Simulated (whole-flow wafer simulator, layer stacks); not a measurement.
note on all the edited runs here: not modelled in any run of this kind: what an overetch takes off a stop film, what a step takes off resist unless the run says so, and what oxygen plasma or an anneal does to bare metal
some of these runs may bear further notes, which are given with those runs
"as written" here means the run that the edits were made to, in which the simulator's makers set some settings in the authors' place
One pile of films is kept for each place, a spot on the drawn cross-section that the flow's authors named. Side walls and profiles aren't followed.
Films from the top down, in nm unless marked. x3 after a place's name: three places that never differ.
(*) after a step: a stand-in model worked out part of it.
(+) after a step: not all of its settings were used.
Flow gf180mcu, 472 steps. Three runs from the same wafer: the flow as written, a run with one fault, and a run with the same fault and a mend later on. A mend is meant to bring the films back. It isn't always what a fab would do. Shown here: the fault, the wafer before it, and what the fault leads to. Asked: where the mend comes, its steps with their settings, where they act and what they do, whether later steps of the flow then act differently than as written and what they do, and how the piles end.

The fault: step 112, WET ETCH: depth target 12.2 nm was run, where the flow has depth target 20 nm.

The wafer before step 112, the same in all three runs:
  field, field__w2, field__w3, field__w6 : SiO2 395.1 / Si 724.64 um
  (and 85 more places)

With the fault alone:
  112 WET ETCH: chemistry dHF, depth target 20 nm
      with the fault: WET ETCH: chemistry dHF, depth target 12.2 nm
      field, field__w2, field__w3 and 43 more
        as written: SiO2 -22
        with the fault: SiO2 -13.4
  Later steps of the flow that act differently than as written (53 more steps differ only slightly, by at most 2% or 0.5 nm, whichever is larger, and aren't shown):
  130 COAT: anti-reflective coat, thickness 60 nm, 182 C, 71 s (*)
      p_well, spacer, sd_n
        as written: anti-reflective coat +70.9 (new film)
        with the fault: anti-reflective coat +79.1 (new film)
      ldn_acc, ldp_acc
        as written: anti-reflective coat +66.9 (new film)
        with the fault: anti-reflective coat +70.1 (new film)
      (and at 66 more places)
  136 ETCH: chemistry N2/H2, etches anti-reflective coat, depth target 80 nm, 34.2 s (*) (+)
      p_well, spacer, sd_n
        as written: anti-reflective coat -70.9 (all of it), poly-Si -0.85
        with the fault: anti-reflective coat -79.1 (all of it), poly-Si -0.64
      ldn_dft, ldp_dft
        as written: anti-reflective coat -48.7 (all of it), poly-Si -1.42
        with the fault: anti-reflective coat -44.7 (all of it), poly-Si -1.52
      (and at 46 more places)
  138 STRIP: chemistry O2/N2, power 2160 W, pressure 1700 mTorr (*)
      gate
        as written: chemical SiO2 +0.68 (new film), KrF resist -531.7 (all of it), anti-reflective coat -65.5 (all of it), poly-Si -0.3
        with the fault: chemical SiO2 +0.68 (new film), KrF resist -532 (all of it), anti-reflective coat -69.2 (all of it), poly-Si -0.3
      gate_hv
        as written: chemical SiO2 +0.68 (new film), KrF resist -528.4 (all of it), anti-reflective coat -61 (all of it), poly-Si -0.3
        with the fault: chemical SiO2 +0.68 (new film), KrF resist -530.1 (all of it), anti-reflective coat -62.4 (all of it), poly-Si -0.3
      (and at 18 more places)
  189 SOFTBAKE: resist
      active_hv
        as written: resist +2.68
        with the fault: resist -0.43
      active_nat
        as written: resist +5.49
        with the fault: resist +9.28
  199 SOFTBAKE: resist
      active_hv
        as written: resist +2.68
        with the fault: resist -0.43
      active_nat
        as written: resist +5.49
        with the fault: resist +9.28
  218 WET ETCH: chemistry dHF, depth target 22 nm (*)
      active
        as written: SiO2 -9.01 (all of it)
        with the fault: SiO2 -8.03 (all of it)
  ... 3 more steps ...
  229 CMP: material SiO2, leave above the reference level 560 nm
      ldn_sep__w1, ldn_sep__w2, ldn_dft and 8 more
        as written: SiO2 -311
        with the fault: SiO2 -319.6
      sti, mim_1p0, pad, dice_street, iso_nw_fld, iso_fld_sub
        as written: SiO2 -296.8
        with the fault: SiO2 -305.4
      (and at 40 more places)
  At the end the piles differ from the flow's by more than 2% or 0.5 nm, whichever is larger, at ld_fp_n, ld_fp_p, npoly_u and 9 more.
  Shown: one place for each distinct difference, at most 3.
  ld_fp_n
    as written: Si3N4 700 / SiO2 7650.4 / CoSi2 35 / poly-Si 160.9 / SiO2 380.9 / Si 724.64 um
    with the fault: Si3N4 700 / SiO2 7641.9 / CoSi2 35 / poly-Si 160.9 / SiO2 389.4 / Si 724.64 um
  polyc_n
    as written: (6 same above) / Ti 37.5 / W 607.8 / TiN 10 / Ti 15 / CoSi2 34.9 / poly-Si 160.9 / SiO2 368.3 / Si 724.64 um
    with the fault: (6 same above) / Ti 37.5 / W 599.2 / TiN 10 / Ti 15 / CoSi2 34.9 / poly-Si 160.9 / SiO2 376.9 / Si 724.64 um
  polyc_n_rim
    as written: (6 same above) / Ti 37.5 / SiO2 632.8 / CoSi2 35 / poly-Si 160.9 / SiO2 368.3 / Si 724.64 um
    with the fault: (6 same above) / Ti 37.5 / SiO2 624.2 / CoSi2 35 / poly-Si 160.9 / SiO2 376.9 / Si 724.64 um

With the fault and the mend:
  The mend comes after step 112.
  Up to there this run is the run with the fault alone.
  112a WET ETCH: chemistry dHF, depth target 7.8 nm (the flow's step 112 once more, with other settings)
      field, field__w2, field__w3 and 43 more
        SiO2 -7.8
  Later steps of the flow that act differently than as written (57 more steps differ only slightly, by at most 2% or 0.5 nm, whichever is larger, and aren't shown):
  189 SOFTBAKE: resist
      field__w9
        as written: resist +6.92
        with the mend: resist -3.07
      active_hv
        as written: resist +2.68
        with the mend: resist -0.53
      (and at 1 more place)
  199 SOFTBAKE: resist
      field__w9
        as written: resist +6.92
        with the mend: resist -3.07
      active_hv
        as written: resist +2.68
        with the mend: resist -0.53
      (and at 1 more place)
  At the end the piles differ from the flow's only slightly at the places that both follow, by at most 2% or 0.5 nm, whichever is larger.
